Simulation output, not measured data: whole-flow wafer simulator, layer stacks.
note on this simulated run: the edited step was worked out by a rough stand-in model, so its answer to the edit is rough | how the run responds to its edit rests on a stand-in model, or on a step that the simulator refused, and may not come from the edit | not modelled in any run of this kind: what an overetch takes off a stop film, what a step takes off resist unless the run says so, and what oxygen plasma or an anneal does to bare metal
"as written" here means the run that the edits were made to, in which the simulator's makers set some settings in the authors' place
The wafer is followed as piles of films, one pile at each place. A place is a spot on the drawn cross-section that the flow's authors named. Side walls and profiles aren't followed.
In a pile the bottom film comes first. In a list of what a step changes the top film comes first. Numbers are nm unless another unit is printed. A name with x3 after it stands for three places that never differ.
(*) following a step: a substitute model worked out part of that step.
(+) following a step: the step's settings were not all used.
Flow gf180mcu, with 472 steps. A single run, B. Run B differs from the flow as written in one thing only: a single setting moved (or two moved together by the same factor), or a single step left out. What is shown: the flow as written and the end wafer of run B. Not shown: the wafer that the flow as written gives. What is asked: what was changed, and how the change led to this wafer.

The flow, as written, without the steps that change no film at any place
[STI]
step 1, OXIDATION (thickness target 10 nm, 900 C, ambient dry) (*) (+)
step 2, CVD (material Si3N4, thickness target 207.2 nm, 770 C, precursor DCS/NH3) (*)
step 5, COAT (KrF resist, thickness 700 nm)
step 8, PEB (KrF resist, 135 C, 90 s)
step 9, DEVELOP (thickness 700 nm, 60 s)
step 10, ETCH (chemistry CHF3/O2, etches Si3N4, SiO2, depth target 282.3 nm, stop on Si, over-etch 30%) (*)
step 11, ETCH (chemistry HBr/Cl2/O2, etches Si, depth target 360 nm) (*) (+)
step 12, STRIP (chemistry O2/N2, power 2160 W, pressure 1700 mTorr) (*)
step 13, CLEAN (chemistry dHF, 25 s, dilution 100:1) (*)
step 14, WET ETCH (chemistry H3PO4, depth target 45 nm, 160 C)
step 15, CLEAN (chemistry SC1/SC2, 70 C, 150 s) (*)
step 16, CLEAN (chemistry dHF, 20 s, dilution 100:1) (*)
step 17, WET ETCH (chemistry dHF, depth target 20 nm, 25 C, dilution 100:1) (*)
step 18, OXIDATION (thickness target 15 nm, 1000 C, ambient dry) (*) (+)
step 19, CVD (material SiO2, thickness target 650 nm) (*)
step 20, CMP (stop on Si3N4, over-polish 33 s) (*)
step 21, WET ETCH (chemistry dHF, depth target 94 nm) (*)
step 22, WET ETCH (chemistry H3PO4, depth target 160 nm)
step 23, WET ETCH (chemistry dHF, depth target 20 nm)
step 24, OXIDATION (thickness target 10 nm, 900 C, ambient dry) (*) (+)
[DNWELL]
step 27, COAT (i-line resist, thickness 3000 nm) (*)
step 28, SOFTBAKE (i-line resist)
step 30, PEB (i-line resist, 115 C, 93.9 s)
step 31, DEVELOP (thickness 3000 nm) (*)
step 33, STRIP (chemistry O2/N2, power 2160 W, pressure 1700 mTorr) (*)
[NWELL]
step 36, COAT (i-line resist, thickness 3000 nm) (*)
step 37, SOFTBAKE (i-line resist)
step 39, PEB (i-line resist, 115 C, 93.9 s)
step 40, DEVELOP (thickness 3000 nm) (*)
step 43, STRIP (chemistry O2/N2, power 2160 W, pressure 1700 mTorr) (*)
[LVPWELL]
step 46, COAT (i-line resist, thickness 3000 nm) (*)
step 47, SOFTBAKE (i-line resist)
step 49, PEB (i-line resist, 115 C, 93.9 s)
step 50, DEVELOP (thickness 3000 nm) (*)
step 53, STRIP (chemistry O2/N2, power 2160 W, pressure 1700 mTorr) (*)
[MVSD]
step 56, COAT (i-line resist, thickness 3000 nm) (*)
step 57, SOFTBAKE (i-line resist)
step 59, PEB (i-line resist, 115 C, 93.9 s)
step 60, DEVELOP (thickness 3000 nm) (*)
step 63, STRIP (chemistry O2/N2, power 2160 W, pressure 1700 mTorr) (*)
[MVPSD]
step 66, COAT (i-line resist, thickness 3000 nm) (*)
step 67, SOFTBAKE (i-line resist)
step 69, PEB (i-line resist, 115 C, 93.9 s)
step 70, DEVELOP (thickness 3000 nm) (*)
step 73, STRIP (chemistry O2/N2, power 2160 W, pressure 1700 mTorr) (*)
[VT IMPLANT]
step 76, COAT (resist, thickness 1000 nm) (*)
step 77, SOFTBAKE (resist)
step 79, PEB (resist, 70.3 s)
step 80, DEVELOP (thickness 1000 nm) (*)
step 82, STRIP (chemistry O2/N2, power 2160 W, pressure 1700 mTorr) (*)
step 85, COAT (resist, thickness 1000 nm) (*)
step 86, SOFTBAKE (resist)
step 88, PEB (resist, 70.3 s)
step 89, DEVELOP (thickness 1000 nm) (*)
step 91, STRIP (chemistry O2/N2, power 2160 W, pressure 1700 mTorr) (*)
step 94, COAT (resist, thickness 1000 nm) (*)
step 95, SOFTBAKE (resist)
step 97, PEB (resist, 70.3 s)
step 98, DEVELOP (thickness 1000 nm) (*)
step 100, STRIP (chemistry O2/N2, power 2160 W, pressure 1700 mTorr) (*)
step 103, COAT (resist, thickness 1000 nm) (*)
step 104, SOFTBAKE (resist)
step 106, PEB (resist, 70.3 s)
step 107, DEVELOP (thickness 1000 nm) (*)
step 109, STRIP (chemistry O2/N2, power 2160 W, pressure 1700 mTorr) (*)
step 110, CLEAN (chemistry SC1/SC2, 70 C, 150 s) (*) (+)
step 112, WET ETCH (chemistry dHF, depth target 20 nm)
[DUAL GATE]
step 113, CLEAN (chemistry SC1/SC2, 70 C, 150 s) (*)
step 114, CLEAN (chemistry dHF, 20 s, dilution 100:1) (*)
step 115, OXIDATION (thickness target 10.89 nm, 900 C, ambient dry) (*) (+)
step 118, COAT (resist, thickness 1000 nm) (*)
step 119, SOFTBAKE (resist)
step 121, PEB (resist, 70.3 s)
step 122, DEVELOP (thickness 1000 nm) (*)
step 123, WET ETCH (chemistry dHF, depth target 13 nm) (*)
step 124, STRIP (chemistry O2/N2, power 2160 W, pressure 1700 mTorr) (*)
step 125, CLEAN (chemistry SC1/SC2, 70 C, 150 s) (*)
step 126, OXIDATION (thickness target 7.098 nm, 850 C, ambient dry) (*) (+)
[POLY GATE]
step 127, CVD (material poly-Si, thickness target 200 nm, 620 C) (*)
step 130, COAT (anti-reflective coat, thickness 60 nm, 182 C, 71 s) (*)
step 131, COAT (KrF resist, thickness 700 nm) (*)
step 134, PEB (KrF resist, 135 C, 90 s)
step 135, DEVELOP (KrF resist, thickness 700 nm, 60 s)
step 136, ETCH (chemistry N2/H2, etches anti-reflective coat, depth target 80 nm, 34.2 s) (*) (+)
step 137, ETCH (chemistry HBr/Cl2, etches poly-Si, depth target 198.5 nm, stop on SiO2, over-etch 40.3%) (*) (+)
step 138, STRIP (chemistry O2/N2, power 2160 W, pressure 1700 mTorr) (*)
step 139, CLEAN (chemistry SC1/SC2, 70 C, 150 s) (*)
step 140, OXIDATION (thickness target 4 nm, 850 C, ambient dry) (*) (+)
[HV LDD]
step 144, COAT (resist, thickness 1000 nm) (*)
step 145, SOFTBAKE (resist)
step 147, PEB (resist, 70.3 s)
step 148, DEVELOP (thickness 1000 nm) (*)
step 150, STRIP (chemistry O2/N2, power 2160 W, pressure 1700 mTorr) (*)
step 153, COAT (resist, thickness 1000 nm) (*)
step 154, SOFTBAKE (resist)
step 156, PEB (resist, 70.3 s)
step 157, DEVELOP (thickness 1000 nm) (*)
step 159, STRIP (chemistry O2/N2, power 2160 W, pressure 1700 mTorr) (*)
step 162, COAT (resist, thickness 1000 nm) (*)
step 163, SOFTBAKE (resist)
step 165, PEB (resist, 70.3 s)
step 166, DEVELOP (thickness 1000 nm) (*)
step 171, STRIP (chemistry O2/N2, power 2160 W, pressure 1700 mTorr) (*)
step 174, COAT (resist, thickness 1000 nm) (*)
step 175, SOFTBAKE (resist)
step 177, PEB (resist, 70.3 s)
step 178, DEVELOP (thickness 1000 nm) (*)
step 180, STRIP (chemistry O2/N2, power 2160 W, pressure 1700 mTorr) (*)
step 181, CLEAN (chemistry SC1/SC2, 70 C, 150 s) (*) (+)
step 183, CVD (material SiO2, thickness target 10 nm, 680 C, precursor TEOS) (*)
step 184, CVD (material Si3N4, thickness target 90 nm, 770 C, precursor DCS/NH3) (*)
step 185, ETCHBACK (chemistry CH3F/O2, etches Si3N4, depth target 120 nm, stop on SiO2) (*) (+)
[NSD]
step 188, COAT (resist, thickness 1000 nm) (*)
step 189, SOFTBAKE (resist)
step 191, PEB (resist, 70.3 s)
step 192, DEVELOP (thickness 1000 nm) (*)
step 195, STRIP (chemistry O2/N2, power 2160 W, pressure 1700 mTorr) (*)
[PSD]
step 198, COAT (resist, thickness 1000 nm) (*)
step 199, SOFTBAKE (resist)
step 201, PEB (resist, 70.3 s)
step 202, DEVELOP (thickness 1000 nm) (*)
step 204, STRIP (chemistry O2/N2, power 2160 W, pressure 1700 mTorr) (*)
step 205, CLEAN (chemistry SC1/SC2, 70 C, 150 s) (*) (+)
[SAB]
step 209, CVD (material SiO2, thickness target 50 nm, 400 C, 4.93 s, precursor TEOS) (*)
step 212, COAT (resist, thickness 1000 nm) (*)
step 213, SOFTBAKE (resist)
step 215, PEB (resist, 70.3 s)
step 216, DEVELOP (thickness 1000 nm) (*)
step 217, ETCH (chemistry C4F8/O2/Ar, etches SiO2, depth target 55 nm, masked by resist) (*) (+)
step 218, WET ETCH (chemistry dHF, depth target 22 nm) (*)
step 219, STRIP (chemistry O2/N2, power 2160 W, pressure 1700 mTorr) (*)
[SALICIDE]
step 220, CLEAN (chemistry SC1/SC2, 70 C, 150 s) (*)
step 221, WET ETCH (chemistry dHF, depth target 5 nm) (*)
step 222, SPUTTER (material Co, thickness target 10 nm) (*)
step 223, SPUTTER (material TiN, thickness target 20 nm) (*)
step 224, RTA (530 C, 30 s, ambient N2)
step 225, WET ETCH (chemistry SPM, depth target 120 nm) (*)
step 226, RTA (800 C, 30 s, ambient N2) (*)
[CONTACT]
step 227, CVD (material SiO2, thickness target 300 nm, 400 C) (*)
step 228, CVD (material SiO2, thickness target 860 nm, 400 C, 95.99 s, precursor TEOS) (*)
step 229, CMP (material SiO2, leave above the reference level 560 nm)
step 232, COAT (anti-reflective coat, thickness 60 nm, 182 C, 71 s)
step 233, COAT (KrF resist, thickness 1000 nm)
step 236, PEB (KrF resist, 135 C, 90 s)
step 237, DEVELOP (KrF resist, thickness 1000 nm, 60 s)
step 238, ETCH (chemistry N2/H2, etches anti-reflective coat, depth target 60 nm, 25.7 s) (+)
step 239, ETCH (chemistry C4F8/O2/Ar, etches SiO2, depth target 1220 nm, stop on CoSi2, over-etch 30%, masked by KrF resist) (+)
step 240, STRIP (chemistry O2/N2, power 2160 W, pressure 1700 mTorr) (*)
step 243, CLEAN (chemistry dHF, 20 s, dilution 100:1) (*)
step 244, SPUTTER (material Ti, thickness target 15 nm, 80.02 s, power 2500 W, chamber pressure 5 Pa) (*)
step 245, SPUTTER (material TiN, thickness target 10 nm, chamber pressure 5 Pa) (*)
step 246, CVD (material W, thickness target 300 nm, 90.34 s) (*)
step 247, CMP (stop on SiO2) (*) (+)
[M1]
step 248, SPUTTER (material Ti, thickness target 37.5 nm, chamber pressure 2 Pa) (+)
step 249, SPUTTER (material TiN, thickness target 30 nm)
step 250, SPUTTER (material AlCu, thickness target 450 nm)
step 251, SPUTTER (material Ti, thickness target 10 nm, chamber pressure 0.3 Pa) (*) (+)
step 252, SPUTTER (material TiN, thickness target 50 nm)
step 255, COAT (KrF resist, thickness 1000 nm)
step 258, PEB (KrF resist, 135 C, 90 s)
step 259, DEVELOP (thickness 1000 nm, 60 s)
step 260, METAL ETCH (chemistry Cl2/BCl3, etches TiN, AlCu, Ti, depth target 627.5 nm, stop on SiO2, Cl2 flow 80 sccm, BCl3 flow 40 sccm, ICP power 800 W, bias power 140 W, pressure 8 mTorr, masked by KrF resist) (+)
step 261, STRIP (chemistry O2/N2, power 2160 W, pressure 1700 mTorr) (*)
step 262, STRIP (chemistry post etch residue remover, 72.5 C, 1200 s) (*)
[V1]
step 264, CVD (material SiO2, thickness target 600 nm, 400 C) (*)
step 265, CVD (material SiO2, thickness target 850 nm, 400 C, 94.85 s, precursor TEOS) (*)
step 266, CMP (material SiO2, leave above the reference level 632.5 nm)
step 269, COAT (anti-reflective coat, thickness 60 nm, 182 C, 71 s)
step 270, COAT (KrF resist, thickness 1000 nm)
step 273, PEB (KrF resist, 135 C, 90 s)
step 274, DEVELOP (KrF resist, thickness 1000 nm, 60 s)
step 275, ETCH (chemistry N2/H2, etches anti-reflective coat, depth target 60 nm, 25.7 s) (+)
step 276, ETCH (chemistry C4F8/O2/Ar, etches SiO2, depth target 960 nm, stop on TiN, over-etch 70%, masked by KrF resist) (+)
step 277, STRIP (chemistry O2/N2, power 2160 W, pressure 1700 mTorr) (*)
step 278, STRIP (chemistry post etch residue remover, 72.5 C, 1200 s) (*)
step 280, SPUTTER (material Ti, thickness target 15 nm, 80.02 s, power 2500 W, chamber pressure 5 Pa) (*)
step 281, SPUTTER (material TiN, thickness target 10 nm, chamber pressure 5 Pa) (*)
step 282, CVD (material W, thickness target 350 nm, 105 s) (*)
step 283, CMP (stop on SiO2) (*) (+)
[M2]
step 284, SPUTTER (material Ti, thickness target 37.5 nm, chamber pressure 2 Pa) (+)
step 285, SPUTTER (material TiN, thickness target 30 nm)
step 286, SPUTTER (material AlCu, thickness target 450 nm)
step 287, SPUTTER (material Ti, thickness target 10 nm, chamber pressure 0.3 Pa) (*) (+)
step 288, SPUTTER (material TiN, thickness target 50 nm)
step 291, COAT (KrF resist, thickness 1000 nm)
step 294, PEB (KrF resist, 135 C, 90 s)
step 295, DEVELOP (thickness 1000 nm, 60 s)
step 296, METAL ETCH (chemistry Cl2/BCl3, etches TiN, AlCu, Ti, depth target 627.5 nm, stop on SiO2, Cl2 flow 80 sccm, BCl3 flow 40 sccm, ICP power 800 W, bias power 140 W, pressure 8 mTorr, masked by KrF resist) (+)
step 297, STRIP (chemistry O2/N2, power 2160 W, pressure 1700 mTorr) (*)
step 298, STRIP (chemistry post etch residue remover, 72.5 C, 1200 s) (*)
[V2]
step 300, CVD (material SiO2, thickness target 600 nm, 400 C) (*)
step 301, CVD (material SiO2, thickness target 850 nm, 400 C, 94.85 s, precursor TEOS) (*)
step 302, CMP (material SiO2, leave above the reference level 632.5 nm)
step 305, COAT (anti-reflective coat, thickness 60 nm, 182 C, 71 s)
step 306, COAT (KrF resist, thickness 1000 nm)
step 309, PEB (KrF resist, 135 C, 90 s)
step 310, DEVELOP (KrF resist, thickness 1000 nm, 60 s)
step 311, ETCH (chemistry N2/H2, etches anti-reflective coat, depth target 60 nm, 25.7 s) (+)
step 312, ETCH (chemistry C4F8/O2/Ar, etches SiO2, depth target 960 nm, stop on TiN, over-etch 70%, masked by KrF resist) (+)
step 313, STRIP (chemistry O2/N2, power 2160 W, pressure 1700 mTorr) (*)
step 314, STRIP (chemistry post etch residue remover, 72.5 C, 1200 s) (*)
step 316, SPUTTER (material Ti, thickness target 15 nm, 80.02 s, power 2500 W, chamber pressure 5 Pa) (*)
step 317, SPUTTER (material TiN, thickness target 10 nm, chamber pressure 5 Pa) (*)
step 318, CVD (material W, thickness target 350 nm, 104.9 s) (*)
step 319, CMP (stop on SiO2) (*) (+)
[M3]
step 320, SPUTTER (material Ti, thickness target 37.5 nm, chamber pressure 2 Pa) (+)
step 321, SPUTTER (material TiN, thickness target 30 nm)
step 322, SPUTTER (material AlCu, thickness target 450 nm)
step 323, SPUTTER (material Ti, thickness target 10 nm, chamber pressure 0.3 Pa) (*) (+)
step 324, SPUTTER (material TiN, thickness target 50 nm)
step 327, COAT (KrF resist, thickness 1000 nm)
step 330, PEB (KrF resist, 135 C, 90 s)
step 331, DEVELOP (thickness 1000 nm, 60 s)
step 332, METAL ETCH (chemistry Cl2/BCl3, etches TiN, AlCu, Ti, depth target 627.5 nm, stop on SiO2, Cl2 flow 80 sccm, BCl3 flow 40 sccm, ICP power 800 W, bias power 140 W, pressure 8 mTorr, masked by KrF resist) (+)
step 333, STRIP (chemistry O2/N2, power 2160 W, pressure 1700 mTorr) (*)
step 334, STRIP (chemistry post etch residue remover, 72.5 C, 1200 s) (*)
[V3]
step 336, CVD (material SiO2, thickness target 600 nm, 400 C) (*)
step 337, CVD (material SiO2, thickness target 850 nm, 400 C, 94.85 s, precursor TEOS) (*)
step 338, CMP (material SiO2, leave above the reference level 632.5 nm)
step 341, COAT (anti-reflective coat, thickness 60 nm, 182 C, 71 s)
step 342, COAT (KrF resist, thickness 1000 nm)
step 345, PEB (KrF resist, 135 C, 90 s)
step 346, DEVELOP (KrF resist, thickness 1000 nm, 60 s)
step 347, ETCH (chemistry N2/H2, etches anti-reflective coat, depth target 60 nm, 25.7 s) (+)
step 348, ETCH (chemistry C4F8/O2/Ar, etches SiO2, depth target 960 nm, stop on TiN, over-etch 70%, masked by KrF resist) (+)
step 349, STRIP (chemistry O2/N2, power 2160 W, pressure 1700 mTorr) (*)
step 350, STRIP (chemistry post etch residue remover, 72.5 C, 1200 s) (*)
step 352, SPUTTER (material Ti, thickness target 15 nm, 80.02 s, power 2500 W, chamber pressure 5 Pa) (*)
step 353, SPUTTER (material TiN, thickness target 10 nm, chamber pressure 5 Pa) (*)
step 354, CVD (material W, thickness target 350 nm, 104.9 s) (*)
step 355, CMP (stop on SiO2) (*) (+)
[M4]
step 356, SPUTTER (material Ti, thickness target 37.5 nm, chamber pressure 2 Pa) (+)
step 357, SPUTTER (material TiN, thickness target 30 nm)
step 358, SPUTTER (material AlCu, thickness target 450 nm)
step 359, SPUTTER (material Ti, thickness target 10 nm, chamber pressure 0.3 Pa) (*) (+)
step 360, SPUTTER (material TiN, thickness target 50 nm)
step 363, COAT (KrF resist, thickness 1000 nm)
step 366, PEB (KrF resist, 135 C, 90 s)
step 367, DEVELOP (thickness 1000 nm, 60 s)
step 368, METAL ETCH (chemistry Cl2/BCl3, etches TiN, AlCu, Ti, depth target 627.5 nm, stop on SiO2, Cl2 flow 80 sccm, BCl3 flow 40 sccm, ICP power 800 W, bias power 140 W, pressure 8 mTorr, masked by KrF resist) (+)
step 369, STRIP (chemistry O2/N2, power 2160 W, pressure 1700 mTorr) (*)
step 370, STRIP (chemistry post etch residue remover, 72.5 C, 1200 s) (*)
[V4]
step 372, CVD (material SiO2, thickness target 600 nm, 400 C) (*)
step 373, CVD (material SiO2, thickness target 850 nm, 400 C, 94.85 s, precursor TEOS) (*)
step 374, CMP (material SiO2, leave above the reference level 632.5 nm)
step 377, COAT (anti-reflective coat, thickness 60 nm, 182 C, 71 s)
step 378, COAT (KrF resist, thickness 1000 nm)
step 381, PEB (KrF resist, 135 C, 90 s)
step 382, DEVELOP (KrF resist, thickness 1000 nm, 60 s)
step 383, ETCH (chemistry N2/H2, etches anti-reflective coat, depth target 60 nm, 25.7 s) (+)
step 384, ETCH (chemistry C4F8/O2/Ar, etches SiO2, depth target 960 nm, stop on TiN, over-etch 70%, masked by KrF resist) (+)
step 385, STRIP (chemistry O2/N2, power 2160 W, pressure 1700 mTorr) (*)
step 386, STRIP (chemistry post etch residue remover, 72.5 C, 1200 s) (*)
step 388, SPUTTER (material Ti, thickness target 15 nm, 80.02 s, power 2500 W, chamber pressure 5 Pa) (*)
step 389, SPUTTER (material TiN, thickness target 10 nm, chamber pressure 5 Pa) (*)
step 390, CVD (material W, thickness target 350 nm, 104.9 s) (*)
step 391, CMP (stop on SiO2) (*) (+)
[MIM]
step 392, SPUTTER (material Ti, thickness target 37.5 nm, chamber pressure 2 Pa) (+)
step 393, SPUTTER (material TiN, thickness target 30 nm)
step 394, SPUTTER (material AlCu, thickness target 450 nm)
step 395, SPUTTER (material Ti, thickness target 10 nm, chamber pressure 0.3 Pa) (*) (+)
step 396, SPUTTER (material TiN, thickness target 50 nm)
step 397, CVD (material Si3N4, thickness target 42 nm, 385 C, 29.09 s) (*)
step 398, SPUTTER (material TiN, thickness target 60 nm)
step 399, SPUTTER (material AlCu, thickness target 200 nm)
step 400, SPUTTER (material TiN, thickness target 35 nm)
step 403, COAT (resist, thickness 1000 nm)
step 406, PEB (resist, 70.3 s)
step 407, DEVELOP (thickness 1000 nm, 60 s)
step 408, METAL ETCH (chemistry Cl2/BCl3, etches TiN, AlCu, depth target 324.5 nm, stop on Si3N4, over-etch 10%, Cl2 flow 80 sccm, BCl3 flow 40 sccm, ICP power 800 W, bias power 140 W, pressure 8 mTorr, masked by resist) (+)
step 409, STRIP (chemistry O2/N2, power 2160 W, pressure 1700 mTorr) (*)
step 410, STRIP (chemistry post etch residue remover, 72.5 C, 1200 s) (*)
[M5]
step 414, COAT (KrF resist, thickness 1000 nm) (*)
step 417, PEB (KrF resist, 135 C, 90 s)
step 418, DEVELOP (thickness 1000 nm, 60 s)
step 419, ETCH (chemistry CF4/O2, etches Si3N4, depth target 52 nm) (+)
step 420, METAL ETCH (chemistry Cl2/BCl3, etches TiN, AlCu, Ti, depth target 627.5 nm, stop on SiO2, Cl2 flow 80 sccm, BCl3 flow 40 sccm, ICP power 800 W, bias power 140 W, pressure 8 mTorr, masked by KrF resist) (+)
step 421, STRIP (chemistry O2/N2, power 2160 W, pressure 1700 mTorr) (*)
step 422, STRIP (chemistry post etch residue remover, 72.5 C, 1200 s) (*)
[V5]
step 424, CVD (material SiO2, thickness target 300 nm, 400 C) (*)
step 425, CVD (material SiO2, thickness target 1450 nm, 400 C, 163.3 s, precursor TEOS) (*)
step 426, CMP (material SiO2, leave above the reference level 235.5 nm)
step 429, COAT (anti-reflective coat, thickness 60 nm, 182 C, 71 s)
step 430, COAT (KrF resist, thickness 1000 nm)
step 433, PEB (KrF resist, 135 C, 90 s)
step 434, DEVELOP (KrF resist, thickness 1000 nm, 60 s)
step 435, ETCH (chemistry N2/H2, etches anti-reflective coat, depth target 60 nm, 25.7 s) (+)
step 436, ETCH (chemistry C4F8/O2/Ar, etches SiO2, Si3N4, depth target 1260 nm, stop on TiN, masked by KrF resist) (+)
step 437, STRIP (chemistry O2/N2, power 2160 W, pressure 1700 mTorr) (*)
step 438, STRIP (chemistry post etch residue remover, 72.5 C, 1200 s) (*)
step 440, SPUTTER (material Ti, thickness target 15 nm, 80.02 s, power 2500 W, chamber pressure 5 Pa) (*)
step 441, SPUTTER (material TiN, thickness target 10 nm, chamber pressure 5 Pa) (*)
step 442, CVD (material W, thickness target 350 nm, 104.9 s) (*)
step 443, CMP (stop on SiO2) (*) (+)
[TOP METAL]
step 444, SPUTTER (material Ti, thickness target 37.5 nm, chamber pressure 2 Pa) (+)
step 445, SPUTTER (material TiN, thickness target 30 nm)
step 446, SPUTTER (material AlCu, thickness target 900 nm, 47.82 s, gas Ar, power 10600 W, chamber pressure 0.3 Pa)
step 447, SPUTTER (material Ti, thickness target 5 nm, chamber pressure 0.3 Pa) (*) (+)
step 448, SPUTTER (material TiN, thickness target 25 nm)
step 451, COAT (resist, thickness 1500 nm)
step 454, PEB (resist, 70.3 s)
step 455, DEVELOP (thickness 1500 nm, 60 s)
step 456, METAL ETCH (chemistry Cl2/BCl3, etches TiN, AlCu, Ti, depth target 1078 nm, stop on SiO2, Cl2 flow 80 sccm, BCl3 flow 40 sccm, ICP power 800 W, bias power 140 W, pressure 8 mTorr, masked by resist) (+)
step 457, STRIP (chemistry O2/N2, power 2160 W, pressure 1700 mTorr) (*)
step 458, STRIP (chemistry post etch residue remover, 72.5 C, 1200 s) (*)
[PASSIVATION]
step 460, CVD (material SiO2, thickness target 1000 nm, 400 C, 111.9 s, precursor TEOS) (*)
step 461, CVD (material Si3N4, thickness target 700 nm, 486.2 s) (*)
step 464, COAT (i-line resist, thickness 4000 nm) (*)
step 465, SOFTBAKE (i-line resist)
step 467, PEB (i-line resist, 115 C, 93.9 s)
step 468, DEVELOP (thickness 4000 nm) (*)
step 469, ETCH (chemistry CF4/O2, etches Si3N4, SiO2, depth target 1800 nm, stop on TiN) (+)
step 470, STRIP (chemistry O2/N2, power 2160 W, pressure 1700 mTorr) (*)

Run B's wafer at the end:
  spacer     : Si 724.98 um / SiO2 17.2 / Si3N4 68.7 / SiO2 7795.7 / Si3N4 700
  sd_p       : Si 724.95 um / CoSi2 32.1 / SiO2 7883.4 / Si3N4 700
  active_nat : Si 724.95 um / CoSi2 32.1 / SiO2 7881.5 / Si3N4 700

What caused this: step 184, CVD: thickness target 72.9 nm was run, whereas the flow has thickness target 90 nm.

The path from the change to this, step by step:
  step 184, CVD (material Si3N4, thickness target 90 nm, 770 C, precursor DCS/NH3) (*)
      field, field__w1, field__w2 and 101 more: Si3N4 gains 72.9 (new film) (it would be, as written: Si3N4 gains 90 (new film))
  step 185, ETCHBACK (chemistry CH3F/O2, etches Si3N4, depth target 120 nm, stop on SiO2) (*) (+)
      field, field__w1, field__w2 and 93 more: Si3N4 loses 72.9 (all of it), SiO2 loses 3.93 (it would be, as written: Si3N4 loses 90 (all of it), SiO2 loses 2.5)
      p_well, sd_n, contact, active_nat, ld_drn_p, nplus_u, pplus_u: Si3N4 loses 72.9 (all of it), SiO2 loses 3.92 (it would be, as written: Si3N4 loses 90 (all of it), SiO2 loses 2.5)
  step 189, SOFTBAKE (resist)
      field: resist loses 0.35 (it would be, as written: resist gains 3.56)
  step 199, SOFTBAKE (resist)
      field: resist loses 0.35 (it would be, as written: resist gains 3.56)
  step 218, WET ETCH (chemistry dHF, depth target 22 nm) (*)
      gate, gate_hv, gate_p and 23 more: SiO2 loses 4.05 (all of it) (it would be, as written: SiO2 loses 5.48 (all of it))
      active, p_well, sd_n, iso_ptap_pw, iso_ntap_nw, iso_ptap_sub, vpnp_e: SiO2 loses 7.59 (all of it) (it would be, as written: SiO2 loses 9.01 (all of it))
      (as well as at 16 more places)
  step 223, SPUTTER (material TiN, thickness target 20 nm) (*)
      field__w2: TiN gains 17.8 (new film) (it would be, as written: TiN gains 17 (new film))
      field__w3: TiN gains 16.7 (new film) (it would be, as written: TiN gains 15.7 (new film))
      (as well as at 2 more places)
  step 224, RTA (530 C, 30 s, ambient N2)
      ld_drn_p: under 1 film: CoSi gains 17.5 (new film), Co loses 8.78 (all of it), Si loses 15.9 (it would be, as written: under 1 film: CoSi gains 16.7 (new film), Co loses 8.4 (all of it), Si loses 15.2)
  step 225, WET ETCH (chemistry SPM, depth target 120 nm) (*)
      field__w2: TiN loses 17.8 (all of it), Co loses 9.01 (all of it) (it would be, as written: TiN loses 17 (all of it), Co loses 8.65 (all of it))
      field__w3: TiN loses 16.7 (all of it), Co loses 8.53 (all of it) (it would be, as written: TiN loses 15.7 (all of it), Co loses 8.06 (all of it))
      (as well as at 2 more places)
  step 226, RTA (800 C, 30 s, ambient N2) (*)
      ld_sd_n: CoSi2 gains 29 (new film), CoSi loses 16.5 (all of it), Si loses 15.1 (it would be, as written: CoSi2 gains 28.3 (new film), CoSi loses 16.1 (all of it), Si loses 14.7)
      ld_drn_n: CoSi2 gains 32.3 (new film), CoSi loses 18.4 (all of it), Si loses 16.8 (it would be, as written: CoSi2 gains 31.5 (new film), CoSi loses 17.9 (all of it), Si loses 16.4)
      (as well as at 1 more place)
  step 229, CMP (material SiO2, leave above the reference level 560 nm)
      spacer: SiO2 loses 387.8 (it would be, as written: SiO2 loses 404.9)
